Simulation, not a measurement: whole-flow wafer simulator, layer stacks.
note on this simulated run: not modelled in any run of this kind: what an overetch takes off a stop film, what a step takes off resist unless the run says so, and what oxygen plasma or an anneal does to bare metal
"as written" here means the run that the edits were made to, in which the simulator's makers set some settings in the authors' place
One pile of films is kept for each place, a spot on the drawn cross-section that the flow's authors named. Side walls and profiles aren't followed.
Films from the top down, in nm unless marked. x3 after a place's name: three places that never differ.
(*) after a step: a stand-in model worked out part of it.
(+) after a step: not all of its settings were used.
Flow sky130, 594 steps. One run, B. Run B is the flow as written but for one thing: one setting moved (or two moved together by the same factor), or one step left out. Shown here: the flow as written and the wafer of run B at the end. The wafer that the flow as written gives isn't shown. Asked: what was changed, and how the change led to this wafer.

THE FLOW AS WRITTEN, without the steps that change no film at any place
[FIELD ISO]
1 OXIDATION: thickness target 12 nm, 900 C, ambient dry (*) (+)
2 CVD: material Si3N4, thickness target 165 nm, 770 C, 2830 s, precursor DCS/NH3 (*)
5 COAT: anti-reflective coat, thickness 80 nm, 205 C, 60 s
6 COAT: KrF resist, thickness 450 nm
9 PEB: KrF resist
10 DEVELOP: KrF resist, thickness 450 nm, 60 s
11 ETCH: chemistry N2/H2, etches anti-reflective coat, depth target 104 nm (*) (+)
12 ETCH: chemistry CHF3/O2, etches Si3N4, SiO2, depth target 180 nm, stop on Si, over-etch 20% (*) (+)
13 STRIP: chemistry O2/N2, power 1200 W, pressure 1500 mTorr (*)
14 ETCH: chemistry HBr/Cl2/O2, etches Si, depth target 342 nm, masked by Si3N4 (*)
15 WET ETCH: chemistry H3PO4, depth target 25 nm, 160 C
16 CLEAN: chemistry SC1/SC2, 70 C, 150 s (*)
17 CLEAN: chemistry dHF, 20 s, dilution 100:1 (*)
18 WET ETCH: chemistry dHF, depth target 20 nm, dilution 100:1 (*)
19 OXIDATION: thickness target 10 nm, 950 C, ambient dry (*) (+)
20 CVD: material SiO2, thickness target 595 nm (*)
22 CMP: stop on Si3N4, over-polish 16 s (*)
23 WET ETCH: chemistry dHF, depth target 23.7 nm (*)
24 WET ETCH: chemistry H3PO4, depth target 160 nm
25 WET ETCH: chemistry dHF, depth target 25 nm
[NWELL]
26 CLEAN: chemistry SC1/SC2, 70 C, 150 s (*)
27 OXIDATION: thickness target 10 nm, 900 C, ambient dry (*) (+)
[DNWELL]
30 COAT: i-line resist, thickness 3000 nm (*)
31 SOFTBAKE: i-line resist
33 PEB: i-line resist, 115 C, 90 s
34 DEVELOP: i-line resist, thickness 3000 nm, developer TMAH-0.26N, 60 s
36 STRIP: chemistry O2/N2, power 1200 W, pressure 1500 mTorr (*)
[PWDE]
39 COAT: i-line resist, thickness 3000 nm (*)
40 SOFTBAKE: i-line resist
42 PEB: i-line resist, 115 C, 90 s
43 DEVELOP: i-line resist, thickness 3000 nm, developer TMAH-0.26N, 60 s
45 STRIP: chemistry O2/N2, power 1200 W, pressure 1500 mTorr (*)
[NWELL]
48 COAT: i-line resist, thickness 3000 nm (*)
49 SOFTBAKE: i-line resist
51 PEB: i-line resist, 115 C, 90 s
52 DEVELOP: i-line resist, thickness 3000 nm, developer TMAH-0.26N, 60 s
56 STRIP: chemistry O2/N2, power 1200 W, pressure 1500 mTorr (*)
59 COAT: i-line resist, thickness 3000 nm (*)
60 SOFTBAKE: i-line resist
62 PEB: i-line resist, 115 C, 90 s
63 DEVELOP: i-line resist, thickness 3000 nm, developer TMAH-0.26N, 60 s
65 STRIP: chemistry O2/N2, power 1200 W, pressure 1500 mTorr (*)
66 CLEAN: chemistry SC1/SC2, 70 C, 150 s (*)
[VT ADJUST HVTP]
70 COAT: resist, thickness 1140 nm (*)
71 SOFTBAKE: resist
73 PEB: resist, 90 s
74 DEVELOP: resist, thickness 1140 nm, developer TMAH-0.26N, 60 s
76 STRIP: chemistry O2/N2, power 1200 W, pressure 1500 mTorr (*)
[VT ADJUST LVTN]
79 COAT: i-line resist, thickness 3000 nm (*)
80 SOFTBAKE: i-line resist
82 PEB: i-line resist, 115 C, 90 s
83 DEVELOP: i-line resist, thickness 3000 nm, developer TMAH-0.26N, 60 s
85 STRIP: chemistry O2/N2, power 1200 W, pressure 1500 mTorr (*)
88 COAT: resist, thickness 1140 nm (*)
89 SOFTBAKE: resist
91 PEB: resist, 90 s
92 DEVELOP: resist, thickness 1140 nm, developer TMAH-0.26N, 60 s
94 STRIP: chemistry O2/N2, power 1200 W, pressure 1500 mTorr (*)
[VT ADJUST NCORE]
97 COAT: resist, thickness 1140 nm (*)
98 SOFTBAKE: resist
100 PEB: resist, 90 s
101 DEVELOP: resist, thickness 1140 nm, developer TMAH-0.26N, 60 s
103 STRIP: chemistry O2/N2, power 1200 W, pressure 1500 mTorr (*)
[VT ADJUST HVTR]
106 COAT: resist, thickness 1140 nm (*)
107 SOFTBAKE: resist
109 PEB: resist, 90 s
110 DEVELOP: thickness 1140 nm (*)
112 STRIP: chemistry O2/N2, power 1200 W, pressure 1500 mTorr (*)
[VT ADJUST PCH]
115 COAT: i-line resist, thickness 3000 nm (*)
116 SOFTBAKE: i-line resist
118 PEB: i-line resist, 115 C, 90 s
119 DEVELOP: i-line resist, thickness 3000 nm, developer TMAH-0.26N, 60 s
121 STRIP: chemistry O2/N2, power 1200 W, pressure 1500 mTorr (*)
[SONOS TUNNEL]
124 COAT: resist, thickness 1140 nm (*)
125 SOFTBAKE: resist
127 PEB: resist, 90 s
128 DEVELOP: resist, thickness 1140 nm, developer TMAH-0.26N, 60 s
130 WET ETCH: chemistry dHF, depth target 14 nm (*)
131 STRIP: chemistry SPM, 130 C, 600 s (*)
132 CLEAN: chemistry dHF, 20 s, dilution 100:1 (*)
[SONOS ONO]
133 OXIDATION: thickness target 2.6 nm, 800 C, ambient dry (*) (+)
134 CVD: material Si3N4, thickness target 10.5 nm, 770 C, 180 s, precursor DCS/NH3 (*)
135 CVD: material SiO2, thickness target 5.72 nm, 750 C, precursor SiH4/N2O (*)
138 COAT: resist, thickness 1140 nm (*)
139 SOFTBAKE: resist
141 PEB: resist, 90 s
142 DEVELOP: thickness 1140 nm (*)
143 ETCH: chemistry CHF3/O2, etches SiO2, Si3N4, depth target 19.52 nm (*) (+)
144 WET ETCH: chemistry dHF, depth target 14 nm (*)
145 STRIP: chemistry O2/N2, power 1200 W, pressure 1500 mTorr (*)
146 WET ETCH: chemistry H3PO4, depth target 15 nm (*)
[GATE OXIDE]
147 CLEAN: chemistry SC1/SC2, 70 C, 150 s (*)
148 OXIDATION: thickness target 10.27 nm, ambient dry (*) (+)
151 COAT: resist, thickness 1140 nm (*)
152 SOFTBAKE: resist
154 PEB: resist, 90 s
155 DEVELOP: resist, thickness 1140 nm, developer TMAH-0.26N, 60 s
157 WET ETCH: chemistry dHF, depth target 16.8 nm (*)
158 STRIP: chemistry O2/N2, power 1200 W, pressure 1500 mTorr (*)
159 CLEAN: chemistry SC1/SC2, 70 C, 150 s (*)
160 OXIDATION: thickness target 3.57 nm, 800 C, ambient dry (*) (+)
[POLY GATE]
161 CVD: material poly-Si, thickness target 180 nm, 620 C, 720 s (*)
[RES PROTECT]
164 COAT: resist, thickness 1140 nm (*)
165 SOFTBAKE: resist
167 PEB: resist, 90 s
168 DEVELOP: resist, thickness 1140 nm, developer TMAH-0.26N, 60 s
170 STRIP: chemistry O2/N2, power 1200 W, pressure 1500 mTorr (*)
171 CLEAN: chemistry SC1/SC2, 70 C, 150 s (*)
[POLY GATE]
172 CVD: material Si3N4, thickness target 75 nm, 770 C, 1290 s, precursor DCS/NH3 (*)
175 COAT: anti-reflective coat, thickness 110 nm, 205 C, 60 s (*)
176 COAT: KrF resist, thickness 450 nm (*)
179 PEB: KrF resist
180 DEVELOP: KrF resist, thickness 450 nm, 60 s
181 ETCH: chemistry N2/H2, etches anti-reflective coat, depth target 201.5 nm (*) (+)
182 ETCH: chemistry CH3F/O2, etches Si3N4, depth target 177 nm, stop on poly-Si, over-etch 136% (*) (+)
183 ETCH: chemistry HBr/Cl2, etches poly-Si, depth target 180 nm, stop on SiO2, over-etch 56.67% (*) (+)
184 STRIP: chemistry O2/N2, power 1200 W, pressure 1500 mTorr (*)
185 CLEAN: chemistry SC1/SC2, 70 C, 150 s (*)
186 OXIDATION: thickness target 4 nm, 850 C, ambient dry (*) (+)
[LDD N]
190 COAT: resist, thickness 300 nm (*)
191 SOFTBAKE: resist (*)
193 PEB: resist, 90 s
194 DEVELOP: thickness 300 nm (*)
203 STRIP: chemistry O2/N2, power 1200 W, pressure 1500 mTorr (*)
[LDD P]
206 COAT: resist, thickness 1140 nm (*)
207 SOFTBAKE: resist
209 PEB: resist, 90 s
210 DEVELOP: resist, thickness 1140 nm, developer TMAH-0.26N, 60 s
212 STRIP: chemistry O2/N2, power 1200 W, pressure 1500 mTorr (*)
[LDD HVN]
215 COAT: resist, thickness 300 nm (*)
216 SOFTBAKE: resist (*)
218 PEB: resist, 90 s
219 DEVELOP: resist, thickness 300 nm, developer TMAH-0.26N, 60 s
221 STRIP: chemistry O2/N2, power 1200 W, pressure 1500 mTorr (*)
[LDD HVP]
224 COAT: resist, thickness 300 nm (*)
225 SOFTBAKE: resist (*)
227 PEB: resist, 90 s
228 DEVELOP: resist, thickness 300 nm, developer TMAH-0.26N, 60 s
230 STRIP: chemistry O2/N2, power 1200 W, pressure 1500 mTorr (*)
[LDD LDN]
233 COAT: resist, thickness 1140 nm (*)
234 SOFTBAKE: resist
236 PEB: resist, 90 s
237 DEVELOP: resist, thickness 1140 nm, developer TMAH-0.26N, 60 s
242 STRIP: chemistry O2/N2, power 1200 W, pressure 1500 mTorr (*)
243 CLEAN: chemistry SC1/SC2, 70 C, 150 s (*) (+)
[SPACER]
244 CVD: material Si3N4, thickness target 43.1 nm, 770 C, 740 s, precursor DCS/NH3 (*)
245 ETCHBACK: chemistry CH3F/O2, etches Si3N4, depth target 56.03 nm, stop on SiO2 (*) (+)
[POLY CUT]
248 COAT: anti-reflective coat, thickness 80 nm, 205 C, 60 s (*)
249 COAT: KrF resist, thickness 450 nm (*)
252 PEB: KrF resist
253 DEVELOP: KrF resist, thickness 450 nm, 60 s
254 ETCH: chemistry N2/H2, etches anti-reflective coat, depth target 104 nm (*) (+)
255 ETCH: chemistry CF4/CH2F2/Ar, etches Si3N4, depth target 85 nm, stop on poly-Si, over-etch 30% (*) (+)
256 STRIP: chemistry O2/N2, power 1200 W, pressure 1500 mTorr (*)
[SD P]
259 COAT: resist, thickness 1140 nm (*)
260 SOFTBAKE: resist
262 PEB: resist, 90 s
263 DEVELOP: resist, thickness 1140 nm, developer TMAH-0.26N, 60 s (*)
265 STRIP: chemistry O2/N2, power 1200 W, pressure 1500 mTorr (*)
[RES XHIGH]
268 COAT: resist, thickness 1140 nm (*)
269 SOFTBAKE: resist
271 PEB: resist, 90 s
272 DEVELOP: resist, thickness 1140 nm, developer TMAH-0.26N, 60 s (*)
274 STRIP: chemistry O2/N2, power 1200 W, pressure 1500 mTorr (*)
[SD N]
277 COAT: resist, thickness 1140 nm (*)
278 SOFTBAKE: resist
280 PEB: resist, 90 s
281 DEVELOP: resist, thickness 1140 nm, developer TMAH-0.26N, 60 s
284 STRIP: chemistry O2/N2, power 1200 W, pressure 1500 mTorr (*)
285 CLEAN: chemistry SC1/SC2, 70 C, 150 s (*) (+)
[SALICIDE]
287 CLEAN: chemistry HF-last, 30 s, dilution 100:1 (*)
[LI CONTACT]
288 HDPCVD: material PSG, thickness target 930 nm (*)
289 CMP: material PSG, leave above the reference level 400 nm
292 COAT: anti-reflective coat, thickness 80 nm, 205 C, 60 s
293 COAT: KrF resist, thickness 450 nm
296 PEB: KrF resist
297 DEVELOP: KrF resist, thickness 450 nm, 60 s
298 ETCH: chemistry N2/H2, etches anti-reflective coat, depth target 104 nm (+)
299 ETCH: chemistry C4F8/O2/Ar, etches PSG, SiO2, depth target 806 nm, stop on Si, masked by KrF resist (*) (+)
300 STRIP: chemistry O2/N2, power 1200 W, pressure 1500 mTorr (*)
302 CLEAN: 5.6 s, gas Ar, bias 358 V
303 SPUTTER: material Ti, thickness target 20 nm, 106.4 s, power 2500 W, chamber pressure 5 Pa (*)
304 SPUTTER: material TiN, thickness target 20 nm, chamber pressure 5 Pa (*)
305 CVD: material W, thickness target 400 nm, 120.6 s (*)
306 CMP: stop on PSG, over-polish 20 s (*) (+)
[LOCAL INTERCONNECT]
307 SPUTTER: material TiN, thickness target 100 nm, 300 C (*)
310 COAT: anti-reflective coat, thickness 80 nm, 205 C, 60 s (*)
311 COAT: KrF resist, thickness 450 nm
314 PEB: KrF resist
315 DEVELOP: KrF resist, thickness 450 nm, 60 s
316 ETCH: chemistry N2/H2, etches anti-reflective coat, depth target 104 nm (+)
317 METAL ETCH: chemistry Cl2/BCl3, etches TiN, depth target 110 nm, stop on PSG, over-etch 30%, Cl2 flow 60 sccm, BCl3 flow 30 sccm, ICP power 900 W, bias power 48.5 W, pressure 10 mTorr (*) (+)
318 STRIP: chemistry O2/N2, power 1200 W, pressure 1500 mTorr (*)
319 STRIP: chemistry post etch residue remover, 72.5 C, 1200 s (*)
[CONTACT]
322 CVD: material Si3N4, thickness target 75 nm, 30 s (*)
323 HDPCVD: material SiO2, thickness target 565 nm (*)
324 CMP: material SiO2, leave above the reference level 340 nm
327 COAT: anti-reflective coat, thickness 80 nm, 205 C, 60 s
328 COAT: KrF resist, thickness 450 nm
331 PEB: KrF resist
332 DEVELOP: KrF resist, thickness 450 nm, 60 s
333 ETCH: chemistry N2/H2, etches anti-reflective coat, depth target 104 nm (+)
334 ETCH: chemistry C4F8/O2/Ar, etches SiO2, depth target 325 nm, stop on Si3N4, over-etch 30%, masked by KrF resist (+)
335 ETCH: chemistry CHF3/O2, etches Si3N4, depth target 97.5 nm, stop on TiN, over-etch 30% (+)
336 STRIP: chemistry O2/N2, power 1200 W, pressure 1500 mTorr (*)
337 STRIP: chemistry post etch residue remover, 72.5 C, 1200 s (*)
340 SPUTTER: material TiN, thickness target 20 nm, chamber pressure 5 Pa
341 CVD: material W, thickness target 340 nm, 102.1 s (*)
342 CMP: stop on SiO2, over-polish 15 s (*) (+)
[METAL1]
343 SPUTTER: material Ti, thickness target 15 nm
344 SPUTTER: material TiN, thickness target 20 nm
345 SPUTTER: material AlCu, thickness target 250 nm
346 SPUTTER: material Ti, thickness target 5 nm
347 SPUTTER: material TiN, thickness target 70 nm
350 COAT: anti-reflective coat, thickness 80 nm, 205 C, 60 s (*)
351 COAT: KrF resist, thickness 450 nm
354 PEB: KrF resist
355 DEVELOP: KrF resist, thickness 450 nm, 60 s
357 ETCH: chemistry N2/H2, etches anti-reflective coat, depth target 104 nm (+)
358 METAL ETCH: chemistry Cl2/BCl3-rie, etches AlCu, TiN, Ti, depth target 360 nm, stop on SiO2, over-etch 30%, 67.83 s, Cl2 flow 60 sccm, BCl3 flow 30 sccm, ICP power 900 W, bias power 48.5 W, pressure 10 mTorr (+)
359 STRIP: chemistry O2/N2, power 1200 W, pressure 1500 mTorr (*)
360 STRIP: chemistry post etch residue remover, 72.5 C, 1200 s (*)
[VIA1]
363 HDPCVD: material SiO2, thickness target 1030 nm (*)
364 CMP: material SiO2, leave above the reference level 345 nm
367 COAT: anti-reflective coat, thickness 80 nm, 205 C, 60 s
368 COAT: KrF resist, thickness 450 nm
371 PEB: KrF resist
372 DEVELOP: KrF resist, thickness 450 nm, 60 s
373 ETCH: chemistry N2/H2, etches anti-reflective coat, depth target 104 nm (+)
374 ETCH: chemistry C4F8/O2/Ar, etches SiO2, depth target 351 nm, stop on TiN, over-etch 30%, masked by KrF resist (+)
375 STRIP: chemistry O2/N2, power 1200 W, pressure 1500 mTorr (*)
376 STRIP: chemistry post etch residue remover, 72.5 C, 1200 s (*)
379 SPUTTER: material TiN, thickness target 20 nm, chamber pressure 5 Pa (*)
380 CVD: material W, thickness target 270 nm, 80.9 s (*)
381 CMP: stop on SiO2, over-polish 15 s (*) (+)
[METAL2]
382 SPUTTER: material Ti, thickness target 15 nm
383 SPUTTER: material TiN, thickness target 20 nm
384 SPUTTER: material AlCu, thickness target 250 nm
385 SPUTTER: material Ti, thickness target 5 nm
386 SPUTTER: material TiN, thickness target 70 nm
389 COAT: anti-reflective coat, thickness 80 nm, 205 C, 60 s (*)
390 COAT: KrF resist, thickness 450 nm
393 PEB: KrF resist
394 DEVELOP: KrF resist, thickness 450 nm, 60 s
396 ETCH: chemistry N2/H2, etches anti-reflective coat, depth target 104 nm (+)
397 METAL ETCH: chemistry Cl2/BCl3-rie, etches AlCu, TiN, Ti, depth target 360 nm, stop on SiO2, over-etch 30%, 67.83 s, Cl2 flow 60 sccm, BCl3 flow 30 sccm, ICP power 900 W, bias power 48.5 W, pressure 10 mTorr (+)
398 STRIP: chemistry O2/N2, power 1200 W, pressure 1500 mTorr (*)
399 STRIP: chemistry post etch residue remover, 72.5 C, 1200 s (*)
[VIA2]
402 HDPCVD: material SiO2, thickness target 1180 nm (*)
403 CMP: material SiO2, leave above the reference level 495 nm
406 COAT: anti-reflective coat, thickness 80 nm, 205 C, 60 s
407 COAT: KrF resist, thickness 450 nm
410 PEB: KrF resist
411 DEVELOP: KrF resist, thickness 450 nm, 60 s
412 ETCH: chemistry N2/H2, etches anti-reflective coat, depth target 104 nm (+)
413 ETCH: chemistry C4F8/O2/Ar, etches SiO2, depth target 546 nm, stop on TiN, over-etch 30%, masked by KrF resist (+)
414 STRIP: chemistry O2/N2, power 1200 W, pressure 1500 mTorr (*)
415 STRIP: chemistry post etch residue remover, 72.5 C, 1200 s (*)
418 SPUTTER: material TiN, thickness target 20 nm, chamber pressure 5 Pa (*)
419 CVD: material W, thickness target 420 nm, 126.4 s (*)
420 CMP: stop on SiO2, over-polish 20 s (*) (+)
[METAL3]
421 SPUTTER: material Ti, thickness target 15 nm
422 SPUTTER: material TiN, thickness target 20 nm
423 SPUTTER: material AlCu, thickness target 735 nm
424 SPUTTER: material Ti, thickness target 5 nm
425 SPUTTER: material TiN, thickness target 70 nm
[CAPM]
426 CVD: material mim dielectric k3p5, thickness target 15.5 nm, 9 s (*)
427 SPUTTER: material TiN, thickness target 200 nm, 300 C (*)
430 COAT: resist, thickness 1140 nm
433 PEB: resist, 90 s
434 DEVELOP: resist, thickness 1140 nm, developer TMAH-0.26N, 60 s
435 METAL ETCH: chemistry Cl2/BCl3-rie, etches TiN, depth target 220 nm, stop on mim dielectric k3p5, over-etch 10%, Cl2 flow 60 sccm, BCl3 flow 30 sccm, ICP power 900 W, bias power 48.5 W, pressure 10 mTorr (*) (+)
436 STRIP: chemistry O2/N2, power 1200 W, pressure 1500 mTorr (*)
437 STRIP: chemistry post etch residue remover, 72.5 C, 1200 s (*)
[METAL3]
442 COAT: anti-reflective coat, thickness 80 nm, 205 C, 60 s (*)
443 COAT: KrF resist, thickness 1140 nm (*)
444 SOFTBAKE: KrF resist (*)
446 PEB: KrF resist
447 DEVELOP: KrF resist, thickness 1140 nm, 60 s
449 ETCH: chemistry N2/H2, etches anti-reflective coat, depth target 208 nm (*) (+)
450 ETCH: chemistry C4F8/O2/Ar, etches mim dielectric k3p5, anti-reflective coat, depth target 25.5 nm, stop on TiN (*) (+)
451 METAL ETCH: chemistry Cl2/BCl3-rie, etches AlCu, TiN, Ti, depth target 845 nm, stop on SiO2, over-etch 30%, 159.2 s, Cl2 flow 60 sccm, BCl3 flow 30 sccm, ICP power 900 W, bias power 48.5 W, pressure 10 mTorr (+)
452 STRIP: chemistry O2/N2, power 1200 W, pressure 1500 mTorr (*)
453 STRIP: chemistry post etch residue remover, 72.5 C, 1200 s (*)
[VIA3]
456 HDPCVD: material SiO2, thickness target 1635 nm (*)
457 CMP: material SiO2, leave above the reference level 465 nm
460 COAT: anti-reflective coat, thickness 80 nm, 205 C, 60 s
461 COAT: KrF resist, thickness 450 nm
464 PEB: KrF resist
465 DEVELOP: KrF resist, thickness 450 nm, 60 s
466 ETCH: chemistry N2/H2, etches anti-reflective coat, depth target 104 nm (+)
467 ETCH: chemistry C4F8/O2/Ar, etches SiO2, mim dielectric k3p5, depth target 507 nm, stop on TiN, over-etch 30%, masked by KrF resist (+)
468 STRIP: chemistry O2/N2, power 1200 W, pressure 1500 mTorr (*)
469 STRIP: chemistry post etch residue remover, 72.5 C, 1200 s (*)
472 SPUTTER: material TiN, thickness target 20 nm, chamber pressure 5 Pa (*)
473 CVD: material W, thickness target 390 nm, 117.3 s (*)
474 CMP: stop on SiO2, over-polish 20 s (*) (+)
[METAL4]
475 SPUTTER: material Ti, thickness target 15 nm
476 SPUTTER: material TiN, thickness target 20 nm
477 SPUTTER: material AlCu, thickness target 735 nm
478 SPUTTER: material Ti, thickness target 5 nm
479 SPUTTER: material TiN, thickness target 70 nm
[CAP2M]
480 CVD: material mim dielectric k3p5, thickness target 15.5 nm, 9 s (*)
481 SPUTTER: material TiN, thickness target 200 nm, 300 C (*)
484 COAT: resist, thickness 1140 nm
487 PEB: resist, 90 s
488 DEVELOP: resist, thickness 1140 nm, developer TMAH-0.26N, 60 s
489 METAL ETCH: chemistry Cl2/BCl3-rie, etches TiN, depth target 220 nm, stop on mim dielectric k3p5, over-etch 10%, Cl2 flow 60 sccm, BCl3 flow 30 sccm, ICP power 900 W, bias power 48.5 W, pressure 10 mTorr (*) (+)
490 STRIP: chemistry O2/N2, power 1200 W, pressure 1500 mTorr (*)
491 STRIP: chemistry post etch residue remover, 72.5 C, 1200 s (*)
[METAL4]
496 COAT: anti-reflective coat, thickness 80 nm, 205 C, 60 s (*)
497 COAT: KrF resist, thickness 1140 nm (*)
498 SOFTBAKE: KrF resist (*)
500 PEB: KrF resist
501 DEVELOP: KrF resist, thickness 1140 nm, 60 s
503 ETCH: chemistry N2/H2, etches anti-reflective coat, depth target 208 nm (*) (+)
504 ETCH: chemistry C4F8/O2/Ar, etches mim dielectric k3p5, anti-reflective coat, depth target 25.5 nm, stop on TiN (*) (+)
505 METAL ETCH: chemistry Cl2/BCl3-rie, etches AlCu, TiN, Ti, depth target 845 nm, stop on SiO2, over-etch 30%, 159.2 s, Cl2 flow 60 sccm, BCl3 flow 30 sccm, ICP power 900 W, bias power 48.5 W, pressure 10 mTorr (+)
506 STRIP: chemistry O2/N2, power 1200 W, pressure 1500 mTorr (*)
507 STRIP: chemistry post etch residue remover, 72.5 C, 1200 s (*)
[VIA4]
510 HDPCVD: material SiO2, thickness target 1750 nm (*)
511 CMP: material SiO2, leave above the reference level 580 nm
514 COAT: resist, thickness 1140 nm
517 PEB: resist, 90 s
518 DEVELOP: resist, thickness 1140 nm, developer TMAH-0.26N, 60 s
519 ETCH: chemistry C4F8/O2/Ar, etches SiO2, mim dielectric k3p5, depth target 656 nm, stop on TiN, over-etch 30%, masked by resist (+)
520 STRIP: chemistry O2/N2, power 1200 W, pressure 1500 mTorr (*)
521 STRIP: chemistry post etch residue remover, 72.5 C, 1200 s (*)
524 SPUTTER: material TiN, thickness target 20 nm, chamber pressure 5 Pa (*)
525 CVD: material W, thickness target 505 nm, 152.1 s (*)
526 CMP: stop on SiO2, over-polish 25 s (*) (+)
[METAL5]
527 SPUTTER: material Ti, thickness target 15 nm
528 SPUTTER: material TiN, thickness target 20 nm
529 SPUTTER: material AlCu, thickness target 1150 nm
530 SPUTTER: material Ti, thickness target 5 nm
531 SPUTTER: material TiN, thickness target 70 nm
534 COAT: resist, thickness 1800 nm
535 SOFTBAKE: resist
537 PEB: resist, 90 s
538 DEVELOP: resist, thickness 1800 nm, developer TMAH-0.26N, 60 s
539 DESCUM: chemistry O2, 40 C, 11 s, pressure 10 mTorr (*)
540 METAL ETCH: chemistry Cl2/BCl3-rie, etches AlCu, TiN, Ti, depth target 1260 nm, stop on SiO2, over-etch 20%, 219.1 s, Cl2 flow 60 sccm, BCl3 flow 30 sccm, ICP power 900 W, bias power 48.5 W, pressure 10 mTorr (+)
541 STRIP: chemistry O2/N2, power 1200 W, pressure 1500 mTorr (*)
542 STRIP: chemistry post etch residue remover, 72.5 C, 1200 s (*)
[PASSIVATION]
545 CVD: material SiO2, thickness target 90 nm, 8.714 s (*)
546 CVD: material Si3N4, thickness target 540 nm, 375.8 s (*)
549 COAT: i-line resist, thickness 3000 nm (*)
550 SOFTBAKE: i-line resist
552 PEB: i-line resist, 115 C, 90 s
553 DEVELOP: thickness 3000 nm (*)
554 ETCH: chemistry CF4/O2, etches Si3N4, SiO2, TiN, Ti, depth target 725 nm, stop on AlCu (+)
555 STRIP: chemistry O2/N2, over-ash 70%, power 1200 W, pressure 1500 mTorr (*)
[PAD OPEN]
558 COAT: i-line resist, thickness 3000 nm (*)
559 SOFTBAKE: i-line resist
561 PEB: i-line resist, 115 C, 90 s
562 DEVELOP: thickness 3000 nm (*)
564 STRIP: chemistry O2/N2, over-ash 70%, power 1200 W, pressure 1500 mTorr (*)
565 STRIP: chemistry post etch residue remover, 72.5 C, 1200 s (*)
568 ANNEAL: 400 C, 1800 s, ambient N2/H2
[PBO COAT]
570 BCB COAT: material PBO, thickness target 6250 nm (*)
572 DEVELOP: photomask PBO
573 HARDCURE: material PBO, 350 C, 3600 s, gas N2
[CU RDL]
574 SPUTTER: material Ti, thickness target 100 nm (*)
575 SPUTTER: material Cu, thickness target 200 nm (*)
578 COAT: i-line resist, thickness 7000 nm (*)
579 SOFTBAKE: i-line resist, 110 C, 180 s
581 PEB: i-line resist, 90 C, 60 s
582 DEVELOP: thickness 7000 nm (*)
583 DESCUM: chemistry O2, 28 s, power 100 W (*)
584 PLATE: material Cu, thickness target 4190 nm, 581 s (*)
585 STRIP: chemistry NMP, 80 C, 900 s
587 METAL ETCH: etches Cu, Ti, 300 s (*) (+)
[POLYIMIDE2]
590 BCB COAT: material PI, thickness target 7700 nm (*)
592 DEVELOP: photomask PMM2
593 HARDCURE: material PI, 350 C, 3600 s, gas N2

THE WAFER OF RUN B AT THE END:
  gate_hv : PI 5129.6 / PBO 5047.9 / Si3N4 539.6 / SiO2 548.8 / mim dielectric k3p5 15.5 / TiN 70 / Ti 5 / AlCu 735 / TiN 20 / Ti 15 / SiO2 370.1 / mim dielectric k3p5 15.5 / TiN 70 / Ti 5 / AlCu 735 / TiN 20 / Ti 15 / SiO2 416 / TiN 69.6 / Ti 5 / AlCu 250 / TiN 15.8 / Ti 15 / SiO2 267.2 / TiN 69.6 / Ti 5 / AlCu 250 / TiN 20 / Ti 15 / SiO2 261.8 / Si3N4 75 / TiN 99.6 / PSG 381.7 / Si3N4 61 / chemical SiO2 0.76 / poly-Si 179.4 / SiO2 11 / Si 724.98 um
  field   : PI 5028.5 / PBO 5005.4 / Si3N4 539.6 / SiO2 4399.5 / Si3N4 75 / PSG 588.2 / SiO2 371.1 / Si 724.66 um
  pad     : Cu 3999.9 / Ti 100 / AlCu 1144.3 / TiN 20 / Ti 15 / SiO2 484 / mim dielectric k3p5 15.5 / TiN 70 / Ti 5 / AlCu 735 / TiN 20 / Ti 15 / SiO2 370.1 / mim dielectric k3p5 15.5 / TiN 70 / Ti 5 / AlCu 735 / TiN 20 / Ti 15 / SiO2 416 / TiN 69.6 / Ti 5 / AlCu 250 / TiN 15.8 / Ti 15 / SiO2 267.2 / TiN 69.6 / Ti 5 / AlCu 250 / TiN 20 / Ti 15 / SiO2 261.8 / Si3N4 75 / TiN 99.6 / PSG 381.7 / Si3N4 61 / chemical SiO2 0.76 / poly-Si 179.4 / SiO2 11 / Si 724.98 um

The cause: step 383, SPUTTER: thickness target 15.8 nm was run, where the flow has thickness target 20 nm.
It can be read off the wafer: gate_hv has TiN 15.8, and step 383 as written asks for 20 nm.

How the change led to this, step by step:
  383 SPUTTER: material TiN, thickness target 20 nm
      field, active, n_well and 188 more: TiN +15.8 (new film) (as written it would be: TiN +20 (new film))
  397 METAL ETCH: chemistry Cl2/BCl3-rie, etches AlCu, TiN, Ti, depth target 360 nm, stop on SiO2, over-etch 30%, 67.83 s, Cl2 flow 60 sccm, BCl3 flow 30 sccm, ICP power 900 W, bias power 48.5 W, pressure 10 mTorr (+)
      field, active, gate and 82 more: TiN -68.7 (all of it), Ti -5 (all of it), AlCu -250 (all of it), TiN -15.8 (all of it), Ti -15 (all of it), SiO2 -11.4 (as written it would be: TiN -68.7 (all of it), Ti -5 (all of it), AlCu -250 (all of it), TiN -20 (all of it), Ti -15 (all of it), SiO2 -10.9)
